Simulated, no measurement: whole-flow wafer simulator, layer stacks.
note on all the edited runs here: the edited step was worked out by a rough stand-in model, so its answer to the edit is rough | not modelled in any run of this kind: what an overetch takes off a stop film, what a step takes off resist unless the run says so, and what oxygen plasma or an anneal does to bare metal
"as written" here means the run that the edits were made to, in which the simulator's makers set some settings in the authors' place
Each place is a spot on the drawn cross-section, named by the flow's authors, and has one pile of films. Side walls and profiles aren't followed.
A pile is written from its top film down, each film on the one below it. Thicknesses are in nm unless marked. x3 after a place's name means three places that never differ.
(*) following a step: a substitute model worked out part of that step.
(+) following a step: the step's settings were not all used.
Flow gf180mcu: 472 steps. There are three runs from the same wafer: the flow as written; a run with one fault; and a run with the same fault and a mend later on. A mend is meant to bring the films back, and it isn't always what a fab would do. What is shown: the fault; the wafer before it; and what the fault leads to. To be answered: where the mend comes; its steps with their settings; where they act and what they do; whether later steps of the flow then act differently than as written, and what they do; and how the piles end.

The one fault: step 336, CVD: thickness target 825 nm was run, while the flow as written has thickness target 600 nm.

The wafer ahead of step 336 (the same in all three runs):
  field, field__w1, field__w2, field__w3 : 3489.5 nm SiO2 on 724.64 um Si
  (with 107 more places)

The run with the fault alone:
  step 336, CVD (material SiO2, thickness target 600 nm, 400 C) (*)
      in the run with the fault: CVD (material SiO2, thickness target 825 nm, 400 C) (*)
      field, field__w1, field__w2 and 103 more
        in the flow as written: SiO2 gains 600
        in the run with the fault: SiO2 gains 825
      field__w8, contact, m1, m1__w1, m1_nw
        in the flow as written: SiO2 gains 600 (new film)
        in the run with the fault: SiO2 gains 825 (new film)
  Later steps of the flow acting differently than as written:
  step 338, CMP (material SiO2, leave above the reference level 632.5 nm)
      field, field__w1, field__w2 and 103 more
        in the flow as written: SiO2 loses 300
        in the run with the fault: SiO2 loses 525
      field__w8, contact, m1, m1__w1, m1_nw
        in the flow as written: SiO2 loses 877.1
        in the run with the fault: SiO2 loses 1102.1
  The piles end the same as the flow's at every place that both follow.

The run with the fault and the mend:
  The mend follows step 347.
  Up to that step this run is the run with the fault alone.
  step 348, ETCH (chemistry C4F8/O2/Ar, etches SiO2, depth target 1185 nm, stop on TiN, over-etch 70%, masked by KrF resist) (+) (the flow's step 348, as written with depth target 960 nm)
      field, field__w1, field__w2 and 107 more
        KrF resist loses 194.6
      contact
        SiO2 loses 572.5 (all of it)
  None of the later steps of the flow differs from how it acts as written, at any place that is followed, by more than 2% or 0.5 nm, whichever is larger.
  The piles end the same as the flow's at every place that both follow.
